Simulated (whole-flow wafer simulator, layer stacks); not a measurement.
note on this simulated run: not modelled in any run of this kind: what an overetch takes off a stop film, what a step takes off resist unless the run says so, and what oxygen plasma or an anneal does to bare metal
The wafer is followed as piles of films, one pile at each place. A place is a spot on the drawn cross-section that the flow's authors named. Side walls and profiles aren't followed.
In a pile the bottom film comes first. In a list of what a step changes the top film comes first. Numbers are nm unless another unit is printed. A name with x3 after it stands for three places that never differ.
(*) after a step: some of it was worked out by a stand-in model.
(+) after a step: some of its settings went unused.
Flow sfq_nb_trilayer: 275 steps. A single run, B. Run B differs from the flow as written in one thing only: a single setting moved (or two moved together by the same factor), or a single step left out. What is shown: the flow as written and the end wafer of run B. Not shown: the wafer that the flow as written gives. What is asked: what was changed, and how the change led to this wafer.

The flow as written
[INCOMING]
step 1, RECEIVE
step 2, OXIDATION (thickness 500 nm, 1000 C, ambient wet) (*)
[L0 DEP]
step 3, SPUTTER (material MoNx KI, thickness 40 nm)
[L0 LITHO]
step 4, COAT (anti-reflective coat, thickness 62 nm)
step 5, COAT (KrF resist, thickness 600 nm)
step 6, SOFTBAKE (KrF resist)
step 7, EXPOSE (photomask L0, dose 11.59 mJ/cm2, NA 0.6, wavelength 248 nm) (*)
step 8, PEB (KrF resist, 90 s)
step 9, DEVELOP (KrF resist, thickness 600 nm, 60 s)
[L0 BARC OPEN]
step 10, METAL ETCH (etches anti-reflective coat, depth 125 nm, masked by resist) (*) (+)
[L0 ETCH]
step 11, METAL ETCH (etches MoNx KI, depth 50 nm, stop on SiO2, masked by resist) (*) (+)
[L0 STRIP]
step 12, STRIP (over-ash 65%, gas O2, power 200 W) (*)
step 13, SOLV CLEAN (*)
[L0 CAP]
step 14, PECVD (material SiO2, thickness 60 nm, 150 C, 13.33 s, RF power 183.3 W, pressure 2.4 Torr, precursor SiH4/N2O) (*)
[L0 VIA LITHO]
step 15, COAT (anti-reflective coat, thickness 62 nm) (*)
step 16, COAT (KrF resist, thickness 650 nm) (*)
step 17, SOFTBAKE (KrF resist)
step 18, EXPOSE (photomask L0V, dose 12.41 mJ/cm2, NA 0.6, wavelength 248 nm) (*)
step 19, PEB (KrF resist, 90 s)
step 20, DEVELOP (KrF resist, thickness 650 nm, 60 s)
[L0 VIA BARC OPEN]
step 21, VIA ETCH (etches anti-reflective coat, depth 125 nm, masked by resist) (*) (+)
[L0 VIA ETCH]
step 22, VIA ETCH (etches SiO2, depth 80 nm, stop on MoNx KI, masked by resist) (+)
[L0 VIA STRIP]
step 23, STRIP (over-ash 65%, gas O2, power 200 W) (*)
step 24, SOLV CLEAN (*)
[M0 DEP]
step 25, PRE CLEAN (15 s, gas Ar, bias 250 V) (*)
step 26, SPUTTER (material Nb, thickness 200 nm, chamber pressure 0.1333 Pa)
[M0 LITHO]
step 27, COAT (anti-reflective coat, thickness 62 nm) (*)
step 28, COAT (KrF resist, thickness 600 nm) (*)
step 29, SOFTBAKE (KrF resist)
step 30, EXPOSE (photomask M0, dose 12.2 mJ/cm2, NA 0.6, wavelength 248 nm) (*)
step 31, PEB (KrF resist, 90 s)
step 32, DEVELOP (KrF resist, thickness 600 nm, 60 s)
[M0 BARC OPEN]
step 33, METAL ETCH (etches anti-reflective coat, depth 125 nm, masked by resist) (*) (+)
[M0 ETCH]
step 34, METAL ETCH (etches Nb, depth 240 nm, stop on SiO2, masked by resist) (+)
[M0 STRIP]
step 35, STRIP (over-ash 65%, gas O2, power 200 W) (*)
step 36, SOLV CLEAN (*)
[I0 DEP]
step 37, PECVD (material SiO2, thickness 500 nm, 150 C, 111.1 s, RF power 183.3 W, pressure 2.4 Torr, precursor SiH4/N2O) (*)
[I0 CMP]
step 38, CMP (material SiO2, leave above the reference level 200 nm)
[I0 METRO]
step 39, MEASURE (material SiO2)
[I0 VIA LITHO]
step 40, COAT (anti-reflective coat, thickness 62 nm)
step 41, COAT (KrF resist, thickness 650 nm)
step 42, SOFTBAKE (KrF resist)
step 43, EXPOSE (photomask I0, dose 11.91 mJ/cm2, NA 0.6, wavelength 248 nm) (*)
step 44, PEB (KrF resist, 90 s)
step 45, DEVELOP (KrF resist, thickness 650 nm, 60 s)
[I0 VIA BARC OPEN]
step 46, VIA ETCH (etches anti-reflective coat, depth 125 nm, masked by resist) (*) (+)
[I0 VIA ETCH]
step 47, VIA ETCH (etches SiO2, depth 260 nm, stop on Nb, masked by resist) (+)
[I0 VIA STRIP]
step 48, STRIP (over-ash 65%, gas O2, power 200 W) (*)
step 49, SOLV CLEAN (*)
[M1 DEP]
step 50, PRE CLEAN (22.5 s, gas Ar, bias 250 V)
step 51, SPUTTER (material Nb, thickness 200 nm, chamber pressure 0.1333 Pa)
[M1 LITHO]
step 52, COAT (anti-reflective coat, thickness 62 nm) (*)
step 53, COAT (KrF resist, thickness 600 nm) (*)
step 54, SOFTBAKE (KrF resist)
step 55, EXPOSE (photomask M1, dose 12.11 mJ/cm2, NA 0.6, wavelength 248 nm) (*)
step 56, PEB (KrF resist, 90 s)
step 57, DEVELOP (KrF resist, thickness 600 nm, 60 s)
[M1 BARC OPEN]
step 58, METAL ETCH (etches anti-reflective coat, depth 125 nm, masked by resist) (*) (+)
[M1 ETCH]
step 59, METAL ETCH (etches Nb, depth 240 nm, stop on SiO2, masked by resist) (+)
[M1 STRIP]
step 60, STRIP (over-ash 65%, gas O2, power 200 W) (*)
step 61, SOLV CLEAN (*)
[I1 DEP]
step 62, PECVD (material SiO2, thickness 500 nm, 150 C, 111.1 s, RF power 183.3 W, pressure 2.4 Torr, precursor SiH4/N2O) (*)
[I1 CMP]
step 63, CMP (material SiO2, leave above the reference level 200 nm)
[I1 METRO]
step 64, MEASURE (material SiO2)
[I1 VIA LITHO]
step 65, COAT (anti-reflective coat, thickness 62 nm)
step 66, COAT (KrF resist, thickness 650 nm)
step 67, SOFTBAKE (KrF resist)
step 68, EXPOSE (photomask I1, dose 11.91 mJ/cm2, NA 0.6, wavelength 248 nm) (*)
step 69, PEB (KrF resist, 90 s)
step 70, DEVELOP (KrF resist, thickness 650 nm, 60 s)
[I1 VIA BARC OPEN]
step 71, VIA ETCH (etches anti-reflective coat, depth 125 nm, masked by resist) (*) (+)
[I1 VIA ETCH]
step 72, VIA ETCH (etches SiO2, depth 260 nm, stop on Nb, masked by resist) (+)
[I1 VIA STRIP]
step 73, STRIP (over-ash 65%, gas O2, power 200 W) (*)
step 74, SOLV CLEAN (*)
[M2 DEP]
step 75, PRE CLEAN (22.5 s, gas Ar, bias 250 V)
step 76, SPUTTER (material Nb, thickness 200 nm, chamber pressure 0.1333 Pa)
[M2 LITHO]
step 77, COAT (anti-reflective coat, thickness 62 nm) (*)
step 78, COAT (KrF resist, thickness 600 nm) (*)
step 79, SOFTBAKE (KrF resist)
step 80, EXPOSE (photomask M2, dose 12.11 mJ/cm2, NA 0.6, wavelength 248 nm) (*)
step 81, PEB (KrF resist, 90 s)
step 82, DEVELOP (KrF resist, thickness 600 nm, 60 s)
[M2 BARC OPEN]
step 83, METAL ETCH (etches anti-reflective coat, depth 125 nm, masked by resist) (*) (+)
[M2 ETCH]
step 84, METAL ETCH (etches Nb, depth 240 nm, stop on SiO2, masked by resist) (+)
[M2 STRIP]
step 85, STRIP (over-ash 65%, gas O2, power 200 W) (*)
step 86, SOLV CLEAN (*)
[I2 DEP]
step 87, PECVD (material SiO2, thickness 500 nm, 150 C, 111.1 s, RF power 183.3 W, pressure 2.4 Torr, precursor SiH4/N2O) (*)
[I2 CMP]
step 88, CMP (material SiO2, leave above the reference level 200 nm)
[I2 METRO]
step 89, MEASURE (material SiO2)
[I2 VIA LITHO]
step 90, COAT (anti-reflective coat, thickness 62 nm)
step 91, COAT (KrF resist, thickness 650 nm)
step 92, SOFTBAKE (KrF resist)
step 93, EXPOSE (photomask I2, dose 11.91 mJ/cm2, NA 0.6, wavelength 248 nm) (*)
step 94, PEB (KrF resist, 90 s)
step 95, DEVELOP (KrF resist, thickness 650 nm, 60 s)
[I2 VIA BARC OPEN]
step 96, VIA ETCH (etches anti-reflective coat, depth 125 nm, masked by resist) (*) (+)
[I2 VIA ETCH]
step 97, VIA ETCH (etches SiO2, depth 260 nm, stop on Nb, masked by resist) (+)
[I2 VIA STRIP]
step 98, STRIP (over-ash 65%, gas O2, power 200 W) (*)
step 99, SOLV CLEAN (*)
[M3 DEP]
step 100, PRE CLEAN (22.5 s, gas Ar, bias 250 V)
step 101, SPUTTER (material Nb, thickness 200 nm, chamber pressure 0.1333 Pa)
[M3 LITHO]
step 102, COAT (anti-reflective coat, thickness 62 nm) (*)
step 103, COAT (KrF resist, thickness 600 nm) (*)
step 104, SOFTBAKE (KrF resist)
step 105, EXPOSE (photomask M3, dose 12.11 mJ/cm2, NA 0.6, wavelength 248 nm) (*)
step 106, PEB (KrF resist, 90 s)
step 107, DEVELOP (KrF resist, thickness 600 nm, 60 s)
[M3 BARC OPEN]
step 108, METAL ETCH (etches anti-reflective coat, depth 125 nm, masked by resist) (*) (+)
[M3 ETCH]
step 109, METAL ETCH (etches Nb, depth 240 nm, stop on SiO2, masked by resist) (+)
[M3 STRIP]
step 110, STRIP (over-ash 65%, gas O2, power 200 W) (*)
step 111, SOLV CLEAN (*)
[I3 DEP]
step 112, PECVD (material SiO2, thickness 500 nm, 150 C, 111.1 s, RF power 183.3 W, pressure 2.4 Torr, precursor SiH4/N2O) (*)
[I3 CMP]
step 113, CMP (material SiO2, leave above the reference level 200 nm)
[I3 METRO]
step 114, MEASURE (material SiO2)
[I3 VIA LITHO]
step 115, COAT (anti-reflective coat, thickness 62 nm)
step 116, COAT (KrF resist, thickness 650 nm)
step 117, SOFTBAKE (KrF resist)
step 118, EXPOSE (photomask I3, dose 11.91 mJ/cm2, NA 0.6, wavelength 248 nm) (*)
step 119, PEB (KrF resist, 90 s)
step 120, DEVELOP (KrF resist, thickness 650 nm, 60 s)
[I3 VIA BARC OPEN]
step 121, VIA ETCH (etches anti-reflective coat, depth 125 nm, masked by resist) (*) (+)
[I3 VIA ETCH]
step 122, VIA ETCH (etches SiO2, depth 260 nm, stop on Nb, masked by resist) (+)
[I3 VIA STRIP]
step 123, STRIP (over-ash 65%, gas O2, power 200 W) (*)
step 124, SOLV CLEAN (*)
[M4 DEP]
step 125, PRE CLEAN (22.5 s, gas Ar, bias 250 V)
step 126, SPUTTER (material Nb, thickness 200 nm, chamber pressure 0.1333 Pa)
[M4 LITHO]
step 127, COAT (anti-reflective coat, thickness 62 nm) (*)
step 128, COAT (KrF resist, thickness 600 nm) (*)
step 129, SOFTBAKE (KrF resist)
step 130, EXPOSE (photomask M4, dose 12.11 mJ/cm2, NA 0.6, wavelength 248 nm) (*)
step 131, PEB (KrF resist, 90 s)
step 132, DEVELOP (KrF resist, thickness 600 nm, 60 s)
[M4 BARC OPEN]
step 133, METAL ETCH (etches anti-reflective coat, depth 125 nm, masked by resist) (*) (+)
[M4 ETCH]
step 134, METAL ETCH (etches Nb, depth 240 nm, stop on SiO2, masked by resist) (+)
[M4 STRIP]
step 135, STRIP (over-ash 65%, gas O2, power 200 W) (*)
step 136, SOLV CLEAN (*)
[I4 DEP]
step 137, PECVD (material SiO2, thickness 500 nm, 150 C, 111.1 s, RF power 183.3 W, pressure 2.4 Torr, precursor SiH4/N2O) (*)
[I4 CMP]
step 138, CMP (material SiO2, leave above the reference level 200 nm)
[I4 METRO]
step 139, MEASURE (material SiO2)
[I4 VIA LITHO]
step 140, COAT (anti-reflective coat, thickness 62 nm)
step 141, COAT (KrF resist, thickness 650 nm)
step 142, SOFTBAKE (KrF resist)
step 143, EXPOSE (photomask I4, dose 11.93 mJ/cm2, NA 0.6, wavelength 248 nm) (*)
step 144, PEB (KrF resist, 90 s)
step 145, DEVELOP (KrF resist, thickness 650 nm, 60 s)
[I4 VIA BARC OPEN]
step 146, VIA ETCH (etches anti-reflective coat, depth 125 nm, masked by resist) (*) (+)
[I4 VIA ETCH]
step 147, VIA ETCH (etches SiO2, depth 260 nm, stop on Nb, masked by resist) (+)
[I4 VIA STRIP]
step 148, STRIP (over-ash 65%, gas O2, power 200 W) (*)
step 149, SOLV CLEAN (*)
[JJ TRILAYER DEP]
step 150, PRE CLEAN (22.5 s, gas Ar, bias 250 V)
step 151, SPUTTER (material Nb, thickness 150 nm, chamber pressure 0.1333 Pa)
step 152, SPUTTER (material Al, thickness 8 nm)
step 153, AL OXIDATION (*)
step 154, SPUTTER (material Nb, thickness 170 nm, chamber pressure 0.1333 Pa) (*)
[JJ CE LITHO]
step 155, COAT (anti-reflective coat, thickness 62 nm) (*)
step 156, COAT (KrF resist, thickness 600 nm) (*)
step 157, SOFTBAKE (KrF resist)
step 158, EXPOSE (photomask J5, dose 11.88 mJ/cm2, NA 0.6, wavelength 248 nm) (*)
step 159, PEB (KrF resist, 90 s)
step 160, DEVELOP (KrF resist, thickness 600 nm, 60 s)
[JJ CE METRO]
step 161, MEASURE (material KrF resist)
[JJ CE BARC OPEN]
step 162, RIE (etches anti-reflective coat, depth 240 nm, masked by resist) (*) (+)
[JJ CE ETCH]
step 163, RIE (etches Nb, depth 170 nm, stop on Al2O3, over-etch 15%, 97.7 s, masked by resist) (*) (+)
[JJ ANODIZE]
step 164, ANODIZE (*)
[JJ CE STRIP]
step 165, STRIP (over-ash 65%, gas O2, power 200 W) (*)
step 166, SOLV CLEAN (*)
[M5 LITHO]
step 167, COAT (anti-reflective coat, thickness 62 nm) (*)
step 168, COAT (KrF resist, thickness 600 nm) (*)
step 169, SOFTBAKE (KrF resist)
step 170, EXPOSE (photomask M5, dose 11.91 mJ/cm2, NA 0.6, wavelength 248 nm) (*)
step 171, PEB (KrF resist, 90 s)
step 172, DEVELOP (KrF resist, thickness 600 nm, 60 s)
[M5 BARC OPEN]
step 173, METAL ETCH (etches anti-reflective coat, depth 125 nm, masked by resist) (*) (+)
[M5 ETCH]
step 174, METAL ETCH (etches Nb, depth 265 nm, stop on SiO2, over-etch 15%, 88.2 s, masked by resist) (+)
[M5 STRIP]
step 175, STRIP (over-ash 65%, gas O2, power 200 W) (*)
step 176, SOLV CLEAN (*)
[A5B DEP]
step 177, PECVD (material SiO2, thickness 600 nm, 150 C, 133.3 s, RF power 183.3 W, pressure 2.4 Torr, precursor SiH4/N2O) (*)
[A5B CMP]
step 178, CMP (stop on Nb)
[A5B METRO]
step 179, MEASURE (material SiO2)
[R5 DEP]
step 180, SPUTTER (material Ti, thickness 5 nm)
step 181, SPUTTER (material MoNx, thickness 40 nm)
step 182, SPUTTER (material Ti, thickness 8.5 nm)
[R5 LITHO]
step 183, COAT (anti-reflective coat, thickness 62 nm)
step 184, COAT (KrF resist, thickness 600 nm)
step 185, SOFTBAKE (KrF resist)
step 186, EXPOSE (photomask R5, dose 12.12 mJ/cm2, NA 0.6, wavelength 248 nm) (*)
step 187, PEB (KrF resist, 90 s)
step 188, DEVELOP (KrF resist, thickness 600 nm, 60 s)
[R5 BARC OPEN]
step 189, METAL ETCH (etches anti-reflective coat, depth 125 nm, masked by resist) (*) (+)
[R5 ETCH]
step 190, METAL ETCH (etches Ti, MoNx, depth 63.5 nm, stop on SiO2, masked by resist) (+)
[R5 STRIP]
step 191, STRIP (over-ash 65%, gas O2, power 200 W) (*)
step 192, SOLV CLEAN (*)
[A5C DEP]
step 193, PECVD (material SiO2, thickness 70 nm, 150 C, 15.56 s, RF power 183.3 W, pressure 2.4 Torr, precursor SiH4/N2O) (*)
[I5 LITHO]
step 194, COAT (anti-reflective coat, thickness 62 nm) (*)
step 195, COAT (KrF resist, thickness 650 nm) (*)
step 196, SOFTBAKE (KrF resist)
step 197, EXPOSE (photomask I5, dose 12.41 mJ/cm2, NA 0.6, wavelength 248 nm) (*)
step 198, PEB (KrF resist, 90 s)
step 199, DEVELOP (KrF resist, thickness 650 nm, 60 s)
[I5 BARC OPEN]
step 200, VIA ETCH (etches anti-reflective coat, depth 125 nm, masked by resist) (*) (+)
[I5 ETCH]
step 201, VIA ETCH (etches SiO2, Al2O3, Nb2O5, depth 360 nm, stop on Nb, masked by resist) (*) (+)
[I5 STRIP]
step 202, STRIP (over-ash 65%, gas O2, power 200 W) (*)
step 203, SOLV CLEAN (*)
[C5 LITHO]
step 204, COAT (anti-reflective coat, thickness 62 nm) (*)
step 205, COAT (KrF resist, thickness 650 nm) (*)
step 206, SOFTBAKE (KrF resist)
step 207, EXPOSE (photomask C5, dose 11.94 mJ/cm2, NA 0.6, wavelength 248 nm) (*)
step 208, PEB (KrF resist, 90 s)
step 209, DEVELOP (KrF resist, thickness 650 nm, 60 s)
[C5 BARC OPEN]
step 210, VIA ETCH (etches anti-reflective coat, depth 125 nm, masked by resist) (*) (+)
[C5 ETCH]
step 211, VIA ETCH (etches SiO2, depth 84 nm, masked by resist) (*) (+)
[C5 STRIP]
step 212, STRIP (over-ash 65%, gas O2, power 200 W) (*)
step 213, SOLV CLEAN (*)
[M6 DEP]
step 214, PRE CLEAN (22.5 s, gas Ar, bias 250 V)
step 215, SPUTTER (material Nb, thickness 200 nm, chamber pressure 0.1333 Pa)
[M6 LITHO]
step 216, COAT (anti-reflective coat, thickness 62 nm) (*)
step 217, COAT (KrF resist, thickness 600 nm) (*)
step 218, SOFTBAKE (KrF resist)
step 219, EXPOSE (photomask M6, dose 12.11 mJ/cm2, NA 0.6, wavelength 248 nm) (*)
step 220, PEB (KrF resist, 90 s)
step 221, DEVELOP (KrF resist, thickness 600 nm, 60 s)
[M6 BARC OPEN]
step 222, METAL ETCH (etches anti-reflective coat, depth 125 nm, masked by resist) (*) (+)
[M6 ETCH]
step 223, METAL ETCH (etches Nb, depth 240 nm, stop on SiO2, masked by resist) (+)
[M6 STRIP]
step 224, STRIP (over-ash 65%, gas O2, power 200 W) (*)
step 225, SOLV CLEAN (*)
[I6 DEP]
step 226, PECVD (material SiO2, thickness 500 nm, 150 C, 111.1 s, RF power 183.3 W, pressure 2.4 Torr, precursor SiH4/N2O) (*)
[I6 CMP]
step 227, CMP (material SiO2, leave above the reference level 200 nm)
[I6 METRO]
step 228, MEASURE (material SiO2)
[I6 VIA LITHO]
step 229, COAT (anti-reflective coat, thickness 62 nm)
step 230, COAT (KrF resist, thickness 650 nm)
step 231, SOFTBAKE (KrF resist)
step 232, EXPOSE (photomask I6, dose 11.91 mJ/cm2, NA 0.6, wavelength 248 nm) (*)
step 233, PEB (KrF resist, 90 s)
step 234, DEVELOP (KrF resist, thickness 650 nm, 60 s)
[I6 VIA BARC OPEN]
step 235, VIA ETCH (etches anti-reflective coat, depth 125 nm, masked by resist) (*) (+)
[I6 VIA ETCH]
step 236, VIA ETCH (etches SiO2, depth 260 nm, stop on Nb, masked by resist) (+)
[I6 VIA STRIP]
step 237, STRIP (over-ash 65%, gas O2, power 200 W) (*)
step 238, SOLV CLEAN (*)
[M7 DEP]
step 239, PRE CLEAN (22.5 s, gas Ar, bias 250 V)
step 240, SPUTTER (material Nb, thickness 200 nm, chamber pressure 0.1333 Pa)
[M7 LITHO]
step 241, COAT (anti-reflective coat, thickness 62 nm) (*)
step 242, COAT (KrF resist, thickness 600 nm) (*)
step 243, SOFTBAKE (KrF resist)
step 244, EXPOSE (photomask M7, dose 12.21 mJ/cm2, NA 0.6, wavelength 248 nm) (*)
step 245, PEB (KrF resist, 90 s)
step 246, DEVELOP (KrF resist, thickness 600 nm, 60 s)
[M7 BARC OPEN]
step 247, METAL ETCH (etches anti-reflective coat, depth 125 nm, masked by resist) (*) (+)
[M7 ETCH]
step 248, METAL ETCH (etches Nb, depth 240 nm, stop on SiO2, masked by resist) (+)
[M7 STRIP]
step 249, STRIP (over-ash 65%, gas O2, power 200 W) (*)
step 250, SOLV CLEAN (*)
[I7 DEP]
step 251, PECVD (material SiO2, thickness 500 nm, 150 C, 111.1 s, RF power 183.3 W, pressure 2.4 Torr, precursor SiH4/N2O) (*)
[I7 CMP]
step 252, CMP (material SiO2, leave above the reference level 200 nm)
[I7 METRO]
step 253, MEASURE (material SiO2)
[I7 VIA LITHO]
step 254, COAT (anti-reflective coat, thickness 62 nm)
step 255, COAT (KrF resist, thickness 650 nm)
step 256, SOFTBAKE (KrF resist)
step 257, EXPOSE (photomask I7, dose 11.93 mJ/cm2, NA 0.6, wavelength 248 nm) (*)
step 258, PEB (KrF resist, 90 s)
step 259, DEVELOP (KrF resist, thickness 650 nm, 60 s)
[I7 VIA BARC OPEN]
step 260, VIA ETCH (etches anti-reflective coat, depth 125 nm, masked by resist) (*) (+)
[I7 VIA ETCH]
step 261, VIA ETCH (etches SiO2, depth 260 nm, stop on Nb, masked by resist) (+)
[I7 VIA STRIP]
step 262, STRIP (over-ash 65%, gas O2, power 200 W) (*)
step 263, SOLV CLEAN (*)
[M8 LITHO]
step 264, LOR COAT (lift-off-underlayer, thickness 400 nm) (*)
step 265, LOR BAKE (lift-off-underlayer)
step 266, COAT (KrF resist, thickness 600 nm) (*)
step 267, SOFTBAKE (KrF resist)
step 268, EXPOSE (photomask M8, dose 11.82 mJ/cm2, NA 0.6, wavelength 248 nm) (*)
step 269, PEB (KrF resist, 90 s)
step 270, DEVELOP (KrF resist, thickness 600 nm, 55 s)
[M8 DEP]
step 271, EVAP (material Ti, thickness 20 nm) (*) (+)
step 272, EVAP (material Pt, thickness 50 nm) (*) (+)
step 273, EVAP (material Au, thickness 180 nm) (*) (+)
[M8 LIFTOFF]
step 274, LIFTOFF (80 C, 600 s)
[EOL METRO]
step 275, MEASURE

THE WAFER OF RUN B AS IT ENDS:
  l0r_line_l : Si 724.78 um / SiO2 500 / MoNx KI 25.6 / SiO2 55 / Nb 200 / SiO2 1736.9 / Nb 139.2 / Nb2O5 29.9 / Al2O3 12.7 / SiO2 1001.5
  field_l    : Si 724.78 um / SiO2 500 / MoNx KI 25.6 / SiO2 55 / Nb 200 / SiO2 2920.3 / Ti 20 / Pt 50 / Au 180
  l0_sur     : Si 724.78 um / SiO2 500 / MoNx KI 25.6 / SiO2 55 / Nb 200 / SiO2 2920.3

What caused this: step 3, SPUTTER: thickness 25.6 nm was run, while the flow as written has thickness 40 nm.
The wafer itself shows it: l0r_line_l has MoNx KI 25.6, and step 3 as written asks for 40 nm.

Step by step, how the change led to this:
  step 3, SPUTTER (material MoNx KI, thickness 40 nm)
      field_l, v_sur, via_wl and 103 more: +25.6 MoNx KI (new film) (it would be, as written: +40 MoNx KI (new film))
  step 11, METAL ETCH (etches MoNx KI, depth 50 nm, stop on SiO2, masked by resist) (*) (+)
      v_sur, via_wl, via_w and 97 more: -25.6 MoNx KI (all of it) (it would be, as written: -40 MoNx KI (all of it))
      field_l, l0_sur, l0v, l0r_line_l, l0r_line_c, l0r_line_r: -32 KrF resist (it would be, as written: -41.7 KrF resist)
  step 15, COAT (anti-reflective coat, thickness 62 nm) (*)
      field_l: +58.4 anti-reflective coat (new film) (it would be, as written: +56.7 anti-reflective coat (new film))
      v_sur: +68.6 anti-reflective coat (new film) (it would be, as written: +72.2 anti-reflective coat (new film))
      (and at 3 other places as well)
  step 23, STRIP (over-ash 65%, gas O2, power 200 W) (*)
      field_l: -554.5 KrF resist (all of it), -58.4 anti-reflective coat (all of it) (it would be, as written: -551.4 KrF resist (all of it), -56.7 anti-reflective coat (all of it))
      v_sur: -566.4 KrF resist (all of it), -68.6 anti-reflective coat (all of it) (it would be, as written: -570.5 KrF resist (all of it), -72.2 anti-reflective coat (all of it))
      (and at 3 other places as well)
  step 27, COAT (anti-reflective coat, thickness 62 nm) (*)
      field_l: +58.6 anti-reflective coat (new film) (it would be, as written: +56.9 anti-reflective coat (new film))
      v_sur: +68.6 anti-reflective coat (new film) (it would be, as written: +72.3 anti-reflective coat (new film))
      (and at 3 other places as well)
  step 35, STRIP (over-ash 65%, gas O2, power 200 W) (*)
      field_l: -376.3 KrF resist (all of it), -58.6 anti-reflective coat (all of it) (it would be, as written: -372.9 KrF resist (all of it), -56.9 anti-reflective coat (all of it))
      v_sur: -388.2 KrF resist (all of it), -68.6 anti-reflective coat (all of it) (it would be, as written: -391.6 KrF resist (all of it), -72.3 anti-reflective coat (all of it))
      (and at 3 other places as well)
  step 38, CMP (material SiO2, leave above the reference level 200 nm)
      field_l, l0_sur, l0r_line_l, l0r_line_c, l0r_line_r: -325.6 SiO2 (it would be, as written: -340 SiO2)
      l0v: -263.4 SiO2 (it would be, as written: -277.8 SiO2)
